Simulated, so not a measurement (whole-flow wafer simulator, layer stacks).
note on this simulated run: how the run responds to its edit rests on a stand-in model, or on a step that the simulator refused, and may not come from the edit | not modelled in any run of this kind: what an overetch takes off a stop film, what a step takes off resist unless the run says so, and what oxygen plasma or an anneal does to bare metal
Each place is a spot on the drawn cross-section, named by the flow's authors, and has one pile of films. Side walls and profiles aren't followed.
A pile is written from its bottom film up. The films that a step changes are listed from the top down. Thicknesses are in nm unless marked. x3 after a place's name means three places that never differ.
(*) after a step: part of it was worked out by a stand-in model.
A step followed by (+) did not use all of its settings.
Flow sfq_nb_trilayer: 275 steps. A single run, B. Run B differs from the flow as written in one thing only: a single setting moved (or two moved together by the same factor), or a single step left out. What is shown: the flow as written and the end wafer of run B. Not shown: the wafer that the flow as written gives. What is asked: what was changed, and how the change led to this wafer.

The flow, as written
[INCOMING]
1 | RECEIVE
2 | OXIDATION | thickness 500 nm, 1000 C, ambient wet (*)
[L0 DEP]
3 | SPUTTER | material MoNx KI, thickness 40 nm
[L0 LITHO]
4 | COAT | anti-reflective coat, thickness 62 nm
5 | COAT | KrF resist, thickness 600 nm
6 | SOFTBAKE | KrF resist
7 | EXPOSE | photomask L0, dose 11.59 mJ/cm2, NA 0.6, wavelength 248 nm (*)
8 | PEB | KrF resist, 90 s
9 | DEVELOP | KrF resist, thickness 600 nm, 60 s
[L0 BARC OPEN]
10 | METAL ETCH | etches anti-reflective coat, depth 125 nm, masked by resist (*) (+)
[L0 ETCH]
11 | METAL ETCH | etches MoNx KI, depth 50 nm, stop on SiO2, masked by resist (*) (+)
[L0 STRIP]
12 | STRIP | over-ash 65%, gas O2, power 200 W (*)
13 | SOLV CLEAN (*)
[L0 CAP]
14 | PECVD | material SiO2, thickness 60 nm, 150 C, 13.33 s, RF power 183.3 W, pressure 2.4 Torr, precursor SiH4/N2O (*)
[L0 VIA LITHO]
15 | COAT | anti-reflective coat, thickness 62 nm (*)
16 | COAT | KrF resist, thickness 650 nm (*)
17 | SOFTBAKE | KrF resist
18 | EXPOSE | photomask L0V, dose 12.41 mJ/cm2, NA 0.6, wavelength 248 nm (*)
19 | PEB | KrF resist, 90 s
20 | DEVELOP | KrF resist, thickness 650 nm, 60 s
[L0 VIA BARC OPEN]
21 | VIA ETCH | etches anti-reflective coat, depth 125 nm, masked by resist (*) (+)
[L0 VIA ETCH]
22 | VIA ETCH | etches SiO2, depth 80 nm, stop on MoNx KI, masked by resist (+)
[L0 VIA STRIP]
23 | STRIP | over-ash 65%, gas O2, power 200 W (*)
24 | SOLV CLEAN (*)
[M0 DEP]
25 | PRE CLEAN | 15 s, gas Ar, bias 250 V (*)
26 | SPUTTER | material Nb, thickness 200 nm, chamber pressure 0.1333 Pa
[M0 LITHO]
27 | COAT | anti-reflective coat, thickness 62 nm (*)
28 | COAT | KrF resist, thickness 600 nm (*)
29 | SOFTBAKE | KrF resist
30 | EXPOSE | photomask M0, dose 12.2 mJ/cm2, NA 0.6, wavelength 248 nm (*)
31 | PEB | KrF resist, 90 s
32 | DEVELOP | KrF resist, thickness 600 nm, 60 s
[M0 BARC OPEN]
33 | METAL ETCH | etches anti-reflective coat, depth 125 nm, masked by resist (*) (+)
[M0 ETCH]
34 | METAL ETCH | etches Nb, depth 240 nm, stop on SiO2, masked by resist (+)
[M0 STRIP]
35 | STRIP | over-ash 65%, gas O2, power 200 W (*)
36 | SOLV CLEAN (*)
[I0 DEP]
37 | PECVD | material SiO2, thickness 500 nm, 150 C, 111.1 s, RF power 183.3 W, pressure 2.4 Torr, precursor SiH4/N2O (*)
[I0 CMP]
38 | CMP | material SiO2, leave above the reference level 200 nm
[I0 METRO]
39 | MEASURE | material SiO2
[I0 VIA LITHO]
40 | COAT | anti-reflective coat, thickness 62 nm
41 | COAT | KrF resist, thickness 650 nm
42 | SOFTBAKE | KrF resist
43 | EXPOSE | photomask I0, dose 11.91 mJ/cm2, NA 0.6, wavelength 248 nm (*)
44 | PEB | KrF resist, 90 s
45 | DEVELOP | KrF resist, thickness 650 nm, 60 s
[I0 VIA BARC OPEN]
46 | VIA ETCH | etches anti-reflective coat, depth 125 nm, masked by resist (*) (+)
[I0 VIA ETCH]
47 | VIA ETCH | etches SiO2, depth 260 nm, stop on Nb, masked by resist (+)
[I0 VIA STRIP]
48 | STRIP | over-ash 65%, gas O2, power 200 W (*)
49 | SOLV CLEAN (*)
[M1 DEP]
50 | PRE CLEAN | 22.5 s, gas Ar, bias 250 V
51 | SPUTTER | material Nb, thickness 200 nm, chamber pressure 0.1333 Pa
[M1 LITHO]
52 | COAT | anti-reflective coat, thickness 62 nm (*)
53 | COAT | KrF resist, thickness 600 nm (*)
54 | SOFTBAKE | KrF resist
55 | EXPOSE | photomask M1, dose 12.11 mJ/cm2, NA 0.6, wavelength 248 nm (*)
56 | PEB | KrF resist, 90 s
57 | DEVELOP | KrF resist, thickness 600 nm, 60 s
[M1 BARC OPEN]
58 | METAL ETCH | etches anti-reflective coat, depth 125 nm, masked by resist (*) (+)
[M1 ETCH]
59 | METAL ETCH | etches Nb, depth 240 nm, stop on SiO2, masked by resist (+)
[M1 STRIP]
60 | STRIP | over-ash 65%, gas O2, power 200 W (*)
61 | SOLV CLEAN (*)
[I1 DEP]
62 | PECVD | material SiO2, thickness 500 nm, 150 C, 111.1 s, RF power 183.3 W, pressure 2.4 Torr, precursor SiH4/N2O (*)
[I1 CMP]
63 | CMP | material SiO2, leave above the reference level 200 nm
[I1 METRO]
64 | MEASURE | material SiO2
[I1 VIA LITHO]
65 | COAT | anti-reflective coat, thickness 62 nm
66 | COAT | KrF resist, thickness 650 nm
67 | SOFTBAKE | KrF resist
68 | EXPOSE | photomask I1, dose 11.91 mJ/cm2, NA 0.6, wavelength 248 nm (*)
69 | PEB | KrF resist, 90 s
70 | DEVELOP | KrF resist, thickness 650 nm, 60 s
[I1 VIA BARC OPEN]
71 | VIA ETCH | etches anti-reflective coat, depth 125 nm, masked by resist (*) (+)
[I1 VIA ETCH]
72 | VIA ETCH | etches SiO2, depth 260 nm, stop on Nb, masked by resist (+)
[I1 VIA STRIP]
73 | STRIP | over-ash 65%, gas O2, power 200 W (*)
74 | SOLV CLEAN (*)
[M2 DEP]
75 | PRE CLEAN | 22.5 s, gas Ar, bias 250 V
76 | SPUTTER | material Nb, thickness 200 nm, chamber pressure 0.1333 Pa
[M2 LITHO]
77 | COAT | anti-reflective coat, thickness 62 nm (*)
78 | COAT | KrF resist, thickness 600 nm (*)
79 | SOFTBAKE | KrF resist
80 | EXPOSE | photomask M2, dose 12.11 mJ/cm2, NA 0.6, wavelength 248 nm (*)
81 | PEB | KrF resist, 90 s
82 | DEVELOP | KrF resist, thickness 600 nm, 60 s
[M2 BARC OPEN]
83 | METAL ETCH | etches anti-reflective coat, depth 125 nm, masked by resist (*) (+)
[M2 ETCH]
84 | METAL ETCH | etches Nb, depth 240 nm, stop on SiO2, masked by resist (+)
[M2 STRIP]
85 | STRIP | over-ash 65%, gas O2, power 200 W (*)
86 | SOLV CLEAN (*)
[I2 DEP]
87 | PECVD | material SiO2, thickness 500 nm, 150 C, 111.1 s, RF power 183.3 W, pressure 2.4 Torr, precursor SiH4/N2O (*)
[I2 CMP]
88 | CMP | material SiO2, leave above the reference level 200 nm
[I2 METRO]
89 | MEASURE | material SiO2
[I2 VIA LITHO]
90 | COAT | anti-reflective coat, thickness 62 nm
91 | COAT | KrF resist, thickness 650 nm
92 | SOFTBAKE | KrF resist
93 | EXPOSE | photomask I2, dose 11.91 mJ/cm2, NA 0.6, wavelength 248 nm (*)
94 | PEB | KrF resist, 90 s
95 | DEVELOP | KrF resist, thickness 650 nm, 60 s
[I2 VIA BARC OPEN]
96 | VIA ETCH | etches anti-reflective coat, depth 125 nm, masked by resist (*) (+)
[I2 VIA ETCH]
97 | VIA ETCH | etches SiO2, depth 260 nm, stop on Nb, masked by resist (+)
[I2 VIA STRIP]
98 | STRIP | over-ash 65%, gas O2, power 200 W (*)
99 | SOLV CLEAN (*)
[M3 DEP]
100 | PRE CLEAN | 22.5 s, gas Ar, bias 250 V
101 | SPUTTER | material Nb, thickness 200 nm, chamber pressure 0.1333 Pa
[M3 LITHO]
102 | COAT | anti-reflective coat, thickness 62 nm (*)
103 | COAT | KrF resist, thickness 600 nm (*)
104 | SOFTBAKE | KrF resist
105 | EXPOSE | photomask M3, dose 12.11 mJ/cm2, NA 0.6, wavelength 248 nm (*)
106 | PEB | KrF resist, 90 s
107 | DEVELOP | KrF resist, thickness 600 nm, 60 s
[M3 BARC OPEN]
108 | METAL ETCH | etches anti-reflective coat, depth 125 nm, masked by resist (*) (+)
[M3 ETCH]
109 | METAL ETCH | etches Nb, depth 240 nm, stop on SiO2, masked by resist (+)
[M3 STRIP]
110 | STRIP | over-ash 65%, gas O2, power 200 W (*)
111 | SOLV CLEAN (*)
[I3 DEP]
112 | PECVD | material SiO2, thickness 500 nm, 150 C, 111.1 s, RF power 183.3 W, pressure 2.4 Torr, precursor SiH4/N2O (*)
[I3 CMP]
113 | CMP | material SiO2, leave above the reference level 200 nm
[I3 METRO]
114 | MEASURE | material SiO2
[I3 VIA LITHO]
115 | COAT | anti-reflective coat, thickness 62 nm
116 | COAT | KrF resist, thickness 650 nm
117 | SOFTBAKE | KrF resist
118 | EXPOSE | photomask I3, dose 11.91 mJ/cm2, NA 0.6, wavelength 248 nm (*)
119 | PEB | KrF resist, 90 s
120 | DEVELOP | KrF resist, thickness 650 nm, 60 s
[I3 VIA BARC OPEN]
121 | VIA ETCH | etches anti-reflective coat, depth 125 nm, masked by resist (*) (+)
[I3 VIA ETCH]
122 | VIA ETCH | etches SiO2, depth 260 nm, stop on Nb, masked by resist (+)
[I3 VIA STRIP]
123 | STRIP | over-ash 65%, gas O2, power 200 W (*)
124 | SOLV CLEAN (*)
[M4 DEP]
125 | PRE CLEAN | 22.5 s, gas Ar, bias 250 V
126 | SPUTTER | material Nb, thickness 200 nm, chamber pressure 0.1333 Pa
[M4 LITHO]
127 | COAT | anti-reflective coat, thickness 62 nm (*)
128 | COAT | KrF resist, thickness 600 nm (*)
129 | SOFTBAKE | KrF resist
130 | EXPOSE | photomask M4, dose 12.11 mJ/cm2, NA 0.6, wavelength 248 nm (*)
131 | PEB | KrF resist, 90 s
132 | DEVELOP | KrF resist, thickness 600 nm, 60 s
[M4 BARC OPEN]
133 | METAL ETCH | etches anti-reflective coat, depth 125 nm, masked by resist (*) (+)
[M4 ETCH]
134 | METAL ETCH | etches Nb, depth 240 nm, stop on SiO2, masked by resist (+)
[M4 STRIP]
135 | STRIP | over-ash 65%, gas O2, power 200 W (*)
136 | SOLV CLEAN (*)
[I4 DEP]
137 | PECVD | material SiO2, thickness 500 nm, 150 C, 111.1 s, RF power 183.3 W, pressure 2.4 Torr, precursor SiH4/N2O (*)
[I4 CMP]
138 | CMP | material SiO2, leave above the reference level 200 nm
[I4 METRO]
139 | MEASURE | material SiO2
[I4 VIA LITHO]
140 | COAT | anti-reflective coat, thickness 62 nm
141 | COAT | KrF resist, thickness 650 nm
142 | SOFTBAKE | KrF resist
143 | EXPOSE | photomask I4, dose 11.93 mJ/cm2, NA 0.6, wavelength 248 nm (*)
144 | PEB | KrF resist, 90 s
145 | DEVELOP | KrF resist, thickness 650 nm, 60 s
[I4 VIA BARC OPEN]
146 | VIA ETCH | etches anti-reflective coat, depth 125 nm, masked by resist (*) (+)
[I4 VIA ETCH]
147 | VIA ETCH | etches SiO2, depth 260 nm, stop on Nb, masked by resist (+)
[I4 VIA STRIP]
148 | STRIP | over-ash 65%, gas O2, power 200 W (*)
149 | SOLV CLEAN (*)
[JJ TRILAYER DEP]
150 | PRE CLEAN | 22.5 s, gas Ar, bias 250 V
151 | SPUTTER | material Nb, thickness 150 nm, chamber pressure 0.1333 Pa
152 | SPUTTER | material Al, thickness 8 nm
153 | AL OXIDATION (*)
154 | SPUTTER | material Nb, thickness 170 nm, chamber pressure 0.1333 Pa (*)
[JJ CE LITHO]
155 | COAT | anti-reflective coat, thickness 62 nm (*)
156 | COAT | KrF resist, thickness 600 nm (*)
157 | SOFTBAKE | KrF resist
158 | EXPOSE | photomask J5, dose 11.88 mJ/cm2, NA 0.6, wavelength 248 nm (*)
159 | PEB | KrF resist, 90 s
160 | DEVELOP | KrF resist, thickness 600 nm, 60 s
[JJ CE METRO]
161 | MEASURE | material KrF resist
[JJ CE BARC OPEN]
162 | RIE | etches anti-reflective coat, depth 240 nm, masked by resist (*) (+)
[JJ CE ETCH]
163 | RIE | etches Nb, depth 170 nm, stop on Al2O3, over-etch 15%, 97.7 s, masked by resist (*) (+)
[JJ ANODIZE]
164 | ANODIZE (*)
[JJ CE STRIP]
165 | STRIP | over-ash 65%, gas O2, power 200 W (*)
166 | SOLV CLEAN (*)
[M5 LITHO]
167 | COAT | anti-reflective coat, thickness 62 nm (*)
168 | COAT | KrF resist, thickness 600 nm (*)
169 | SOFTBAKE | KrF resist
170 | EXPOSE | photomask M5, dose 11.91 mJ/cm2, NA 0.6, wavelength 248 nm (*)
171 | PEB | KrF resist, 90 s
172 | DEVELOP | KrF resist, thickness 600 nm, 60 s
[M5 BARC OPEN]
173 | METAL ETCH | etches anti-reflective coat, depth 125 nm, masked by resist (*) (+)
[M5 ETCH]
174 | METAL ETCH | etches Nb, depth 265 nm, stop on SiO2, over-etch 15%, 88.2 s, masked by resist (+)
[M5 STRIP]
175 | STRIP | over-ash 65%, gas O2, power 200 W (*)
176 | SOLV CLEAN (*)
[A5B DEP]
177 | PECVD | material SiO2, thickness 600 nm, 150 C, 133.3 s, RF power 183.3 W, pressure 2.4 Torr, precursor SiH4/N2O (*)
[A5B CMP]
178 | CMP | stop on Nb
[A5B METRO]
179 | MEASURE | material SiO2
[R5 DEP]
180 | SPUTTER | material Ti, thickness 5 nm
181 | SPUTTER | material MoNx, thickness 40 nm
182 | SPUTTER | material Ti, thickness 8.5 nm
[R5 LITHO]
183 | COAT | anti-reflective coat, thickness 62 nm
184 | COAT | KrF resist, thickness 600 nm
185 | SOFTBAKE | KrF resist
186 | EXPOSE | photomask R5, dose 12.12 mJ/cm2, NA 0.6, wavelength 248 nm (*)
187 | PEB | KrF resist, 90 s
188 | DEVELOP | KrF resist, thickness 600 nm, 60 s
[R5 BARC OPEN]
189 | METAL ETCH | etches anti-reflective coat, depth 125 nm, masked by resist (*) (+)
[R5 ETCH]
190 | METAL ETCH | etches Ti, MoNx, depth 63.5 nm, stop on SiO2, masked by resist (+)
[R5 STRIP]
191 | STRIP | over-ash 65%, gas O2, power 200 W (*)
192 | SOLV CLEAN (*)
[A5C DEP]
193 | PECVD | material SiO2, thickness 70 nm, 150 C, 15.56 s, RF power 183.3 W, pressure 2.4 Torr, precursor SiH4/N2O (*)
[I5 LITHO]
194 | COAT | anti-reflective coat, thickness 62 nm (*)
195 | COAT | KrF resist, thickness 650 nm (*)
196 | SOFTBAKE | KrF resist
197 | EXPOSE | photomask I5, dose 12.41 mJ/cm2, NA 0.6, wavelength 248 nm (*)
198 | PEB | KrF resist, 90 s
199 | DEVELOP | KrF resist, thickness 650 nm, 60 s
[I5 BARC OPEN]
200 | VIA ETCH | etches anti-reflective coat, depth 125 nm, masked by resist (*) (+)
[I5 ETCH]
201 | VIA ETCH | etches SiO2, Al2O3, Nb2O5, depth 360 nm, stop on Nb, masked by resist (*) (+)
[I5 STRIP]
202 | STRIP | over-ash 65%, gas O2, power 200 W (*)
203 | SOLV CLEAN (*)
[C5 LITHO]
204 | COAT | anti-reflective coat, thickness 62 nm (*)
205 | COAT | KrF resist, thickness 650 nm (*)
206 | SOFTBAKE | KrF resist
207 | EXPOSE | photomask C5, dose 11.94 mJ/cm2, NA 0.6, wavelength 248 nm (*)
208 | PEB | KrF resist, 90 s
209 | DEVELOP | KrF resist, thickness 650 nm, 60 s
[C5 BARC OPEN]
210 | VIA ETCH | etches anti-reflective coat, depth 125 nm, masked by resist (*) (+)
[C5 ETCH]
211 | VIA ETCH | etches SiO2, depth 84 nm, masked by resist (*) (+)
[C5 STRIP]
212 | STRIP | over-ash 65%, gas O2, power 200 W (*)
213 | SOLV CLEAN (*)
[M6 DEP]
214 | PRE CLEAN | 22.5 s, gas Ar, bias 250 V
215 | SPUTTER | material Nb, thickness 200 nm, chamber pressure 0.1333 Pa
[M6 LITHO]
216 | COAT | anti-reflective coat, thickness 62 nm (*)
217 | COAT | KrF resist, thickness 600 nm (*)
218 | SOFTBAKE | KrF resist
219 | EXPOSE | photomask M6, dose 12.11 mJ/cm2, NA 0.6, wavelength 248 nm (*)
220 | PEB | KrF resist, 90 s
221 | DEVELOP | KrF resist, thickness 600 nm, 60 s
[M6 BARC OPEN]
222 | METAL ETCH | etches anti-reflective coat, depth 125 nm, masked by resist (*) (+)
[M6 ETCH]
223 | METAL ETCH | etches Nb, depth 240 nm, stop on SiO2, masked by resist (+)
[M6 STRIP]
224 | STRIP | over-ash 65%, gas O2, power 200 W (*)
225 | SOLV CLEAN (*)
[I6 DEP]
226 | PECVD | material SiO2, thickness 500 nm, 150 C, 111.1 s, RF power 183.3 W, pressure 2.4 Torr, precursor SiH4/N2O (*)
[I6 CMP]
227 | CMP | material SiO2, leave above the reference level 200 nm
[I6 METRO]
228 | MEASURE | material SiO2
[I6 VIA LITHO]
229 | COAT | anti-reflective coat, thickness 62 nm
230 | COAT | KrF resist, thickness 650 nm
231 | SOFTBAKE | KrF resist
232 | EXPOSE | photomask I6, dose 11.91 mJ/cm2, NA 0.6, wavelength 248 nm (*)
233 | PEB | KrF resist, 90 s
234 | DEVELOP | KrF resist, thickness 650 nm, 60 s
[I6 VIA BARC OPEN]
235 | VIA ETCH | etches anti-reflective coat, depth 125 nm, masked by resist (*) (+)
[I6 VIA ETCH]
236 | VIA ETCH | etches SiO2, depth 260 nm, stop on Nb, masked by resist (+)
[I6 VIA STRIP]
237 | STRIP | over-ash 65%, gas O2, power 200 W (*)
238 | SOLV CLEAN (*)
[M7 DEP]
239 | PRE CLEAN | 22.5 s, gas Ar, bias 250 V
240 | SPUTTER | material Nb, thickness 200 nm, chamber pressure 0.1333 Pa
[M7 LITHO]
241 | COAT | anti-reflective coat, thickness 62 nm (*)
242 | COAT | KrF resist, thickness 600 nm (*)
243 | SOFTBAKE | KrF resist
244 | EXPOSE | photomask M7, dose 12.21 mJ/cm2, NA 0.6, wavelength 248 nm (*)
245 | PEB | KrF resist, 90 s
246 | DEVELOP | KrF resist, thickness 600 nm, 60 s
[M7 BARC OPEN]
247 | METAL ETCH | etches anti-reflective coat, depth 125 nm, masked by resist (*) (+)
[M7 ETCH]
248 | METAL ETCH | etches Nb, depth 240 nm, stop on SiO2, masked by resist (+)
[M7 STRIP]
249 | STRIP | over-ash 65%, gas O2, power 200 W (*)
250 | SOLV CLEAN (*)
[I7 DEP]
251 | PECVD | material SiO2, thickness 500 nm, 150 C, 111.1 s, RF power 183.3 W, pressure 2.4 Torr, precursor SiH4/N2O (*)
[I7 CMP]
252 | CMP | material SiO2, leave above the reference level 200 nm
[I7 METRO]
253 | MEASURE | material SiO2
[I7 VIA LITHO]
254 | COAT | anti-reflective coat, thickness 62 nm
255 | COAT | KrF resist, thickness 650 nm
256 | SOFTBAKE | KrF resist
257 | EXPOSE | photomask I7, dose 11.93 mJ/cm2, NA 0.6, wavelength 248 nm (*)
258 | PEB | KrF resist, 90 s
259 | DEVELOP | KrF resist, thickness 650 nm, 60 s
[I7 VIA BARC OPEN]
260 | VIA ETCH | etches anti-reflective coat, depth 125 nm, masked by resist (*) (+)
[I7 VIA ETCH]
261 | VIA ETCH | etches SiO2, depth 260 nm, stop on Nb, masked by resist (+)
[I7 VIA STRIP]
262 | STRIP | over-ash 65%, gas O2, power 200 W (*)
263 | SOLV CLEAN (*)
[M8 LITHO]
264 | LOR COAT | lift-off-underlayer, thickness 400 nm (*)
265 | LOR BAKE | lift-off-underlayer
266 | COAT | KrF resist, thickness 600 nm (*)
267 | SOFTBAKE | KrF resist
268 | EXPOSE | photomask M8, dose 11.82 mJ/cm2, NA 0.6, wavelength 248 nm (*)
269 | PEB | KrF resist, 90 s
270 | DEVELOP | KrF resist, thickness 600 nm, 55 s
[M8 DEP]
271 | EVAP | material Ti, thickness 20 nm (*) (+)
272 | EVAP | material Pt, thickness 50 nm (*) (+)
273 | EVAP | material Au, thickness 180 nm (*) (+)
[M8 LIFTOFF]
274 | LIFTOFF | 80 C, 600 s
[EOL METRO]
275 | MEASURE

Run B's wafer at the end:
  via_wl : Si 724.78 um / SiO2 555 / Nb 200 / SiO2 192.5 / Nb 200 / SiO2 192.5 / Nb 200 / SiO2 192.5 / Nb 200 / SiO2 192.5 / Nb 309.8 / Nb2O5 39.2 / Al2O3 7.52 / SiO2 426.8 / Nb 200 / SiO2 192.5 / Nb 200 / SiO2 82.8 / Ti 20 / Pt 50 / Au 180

What caused this: step 261, VIA ETCH: depth 117 nm was run, whereas the flow has depth 260 nm.

Step by step, how the change led to this:
  261 | VIA ETCH | etches SiO2, depth 260 nm, stop on Nb, masked by resist (+)
      via_wl, via_w, via_wr: -117 SiO2 (it would be, as written: -199.8 SiO2 (all of it))
      field_l, v_sur, via_sp and 100 more: -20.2 KrF resist (it would be, as written: -44.8 KrF resist)
  262 | STRIP | over-ash 65%, gas O2, power 200 W (*)
      field_l, v_sur, via_sp and 100 more: -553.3 KrF resist (all of it), -62 anti-reflective coat (all of it) (it would be, as written: -528.6 KrF resist (all of it), -62 anti-reflective coat (all of it))
  264 | LOR COAT | lift-off-underlayer, thickness 400 nm (*)
      via_wl, via_wr: +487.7 lift-off-underlayer (new film) (it would be, as written: +549.8 lift-off-underlayer (new film))
      v_sur: +382.1 lift-off-underlayer (new film) (it would be, as written: +369.4 lift-off-underlayer (new film))
      (and at 2 other places as well)
  266 | COAT | KrF resist, thickness 600 nm (*)
      via_w: +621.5 KrF resist (new film) (it would be, as written: +636.8 KrF resist (new film))
  270 | DEVELOP | KrF resist, thickness 600 nm, 55 s
      v_sur: -603.8 KrF resist (all of it), -382.1 lift-off-underlayer (all of it) (it would be, as written: -607.3 KrF resist (all of it), -369.4 lift-off-underlayer (all of it))
      via_wl: -613.5 KrF resist (all of it), -487.7 lift-off-underlayer (all of it) (it would be, as written: -623.9 KrF resist (all of it), -549.8 lift-off-underlayer (all of it))
      (and at 3 other places as well)
If metal films that touch count as one body, via_wl has 8 bodies (between them, from the top down: SiO2 82.8; SiO2 192.5; SiO2 426.8 / Al2O3 7.52 / Nb2O5 39.2; SiO2 192.5; SiO2 192.5; SiO2 192.5; SiO2 192.5); the flow as written gives 7 bodies (between them, from the top down: SiO2 192.5; SiO2 426.8 / Al2O3 7.52 / Nb2O5 39.2; SiO2 192.5; SiO2 192.5; SiO2 192.5; SiO2 192.5).
